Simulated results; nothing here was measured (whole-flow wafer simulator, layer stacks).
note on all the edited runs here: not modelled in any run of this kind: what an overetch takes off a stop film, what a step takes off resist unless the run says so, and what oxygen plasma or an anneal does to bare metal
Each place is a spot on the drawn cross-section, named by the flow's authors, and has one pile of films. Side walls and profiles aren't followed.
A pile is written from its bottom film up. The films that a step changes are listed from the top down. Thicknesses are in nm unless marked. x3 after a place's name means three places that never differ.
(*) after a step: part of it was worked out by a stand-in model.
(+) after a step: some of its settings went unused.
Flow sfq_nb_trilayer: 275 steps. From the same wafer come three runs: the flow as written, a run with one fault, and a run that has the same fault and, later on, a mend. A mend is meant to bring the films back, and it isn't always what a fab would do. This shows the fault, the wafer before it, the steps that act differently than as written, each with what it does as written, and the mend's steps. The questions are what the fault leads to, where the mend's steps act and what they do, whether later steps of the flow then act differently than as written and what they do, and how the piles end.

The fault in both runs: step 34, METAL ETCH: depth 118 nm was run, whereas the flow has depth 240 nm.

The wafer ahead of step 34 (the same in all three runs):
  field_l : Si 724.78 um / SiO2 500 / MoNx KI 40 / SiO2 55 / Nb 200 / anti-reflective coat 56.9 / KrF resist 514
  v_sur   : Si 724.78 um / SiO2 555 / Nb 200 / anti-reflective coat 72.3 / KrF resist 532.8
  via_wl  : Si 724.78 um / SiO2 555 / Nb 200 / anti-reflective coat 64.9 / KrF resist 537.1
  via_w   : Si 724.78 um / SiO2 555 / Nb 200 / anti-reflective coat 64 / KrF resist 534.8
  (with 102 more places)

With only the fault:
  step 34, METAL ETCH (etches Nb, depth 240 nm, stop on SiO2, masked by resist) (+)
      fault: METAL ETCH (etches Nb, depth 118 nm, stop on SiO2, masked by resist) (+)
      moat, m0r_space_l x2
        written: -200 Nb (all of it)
        fault: -118 Nb
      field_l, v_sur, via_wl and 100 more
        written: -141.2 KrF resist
        fault: -69.4 KrF resist
  Later steps of the flow acting differently than as written:
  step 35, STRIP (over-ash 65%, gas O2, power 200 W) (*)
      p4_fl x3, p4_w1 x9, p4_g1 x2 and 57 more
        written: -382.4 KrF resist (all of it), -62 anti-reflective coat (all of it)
        fault: -454.1 KrF resist (all of it), -62 anti-reflective coat (all of it)
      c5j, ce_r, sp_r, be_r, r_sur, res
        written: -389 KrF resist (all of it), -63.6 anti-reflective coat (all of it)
        fault: -460.8 KrF resist (all of it), -63.6 anti-reflective coat (all of it)
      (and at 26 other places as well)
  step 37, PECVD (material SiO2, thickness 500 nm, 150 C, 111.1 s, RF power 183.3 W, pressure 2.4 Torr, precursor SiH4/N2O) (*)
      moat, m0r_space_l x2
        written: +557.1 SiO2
        fault: +500 SiO2 (new film)
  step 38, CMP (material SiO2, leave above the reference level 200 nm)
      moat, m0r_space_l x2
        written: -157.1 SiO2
        fault: -182 SiO2
  At moat, m0r_space_l x2, the piles at the end differ from the flow's by more than 2% or 0.5 nm, whichever is larger.
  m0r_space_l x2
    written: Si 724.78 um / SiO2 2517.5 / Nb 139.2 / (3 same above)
    fault: Si 724.78 um / SiO2 555 / Nb 82 / SiO2 1880.5 / Nb 139.2 / (3 same above)
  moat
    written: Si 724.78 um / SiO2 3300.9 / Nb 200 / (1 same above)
    fault: Si 724.78 um / SiO2 555 / Nb 82 / SiO2 2663.9 / Nb 200 / (1 same above)

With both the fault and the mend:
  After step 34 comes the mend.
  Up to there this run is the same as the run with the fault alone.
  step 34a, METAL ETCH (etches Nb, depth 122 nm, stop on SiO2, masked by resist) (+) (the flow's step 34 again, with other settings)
      field_l, v_sur, via_wl and 100 more
        -71.8 KrF resist
      moat, m0r_space_l x2
        -82 Nb (all of it)
  Every later step of the flow that is run acts as written at every place that is followed.
  By the end, the piles equal the flow's at every place that both follow.
